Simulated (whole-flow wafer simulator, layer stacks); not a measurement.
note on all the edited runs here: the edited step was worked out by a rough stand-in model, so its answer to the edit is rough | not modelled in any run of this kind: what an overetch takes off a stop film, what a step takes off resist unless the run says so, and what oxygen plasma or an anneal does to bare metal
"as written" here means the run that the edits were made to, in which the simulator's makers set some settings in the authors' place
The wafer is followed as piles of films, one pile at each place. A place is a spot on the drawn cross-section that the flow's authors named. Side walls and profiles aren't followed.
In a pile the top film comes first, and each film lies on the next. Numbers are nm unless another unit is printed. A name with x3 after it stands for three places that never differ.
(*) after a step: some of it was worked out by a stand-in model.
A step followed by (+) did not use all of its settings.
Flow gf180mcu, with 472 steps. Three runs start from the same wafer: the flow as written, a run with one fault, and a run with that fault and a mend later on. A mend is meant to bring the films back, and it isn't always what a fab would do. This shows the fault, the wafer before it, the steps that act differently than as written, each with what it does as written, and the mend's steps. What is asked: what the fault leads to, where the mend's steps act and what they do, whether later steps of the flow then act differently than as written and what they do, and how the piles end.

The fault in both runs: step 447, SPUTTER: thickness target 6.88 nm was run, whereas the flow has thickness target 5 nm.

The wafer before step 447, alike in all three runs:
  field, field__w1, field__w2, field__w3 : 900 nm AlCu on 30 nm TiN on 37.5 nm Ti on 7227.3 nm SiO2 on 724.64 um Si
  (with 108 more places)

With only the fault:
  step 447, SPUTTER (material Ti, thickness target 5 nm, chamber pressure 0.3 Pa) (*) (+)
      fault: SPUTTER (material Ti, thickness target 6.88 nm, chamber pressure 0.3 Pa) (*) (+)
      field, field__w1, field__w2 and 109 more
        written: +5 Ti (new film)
        fault: +6.88 Ti (new film)
  Steps further on in the flow that do not act as written (5 other steps are not shown; they differ only slightly, by no more than 2% or 0.5 nm, whichever is larger):
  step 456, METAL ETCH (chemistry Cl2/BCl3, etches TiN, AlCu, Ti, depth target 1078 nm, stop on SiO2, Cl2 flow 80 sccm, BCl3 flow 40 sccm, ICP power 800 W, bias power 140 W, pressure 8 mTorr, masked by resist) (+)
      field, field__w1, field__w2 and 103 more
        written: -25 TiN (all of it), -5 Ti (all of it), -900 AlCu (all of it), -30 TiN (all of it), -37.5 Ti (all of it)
        fault: -25 TiN (all of it), -6.88 Ti (all of it), -900 AlCu (all of it), -30 TiN (all of it), -37.5 Ti (all of it)
  The piles end different from the flow's at field__w8, contact, m1, m1__w1, pad, m1_nw by more than 2% or 0.5 nm, whichever is larger.
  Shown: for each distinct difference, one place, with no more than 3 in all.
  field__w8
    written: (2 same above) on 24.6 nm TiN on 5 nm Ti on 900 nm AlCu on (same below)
    fault: (2 same above) on 24.6 nm TiN on 6.88 nm Ti on 900 nm AlCu on (same below)
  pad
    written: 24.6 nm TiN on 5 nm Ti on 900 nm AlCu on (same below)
    fault: 24.6 nm TiN on 6.88 nm Ti on 900 nm AlCu on (same below)

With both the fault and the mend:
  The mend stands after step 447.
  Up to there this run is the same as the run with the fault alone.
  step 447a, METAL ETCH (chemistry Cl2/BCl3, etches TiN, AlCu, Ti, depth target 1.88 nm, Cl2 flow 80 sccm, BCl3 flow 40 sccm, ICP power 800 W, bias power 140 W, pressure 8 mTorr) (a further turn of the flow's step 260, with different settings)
      field, field__w1, field__w2 and 109 more
        -1.88 Ti
  Later steps of the flow that are run all act as written at every place that is followed.
  The piles end the same as the flow's at every place that both follow.
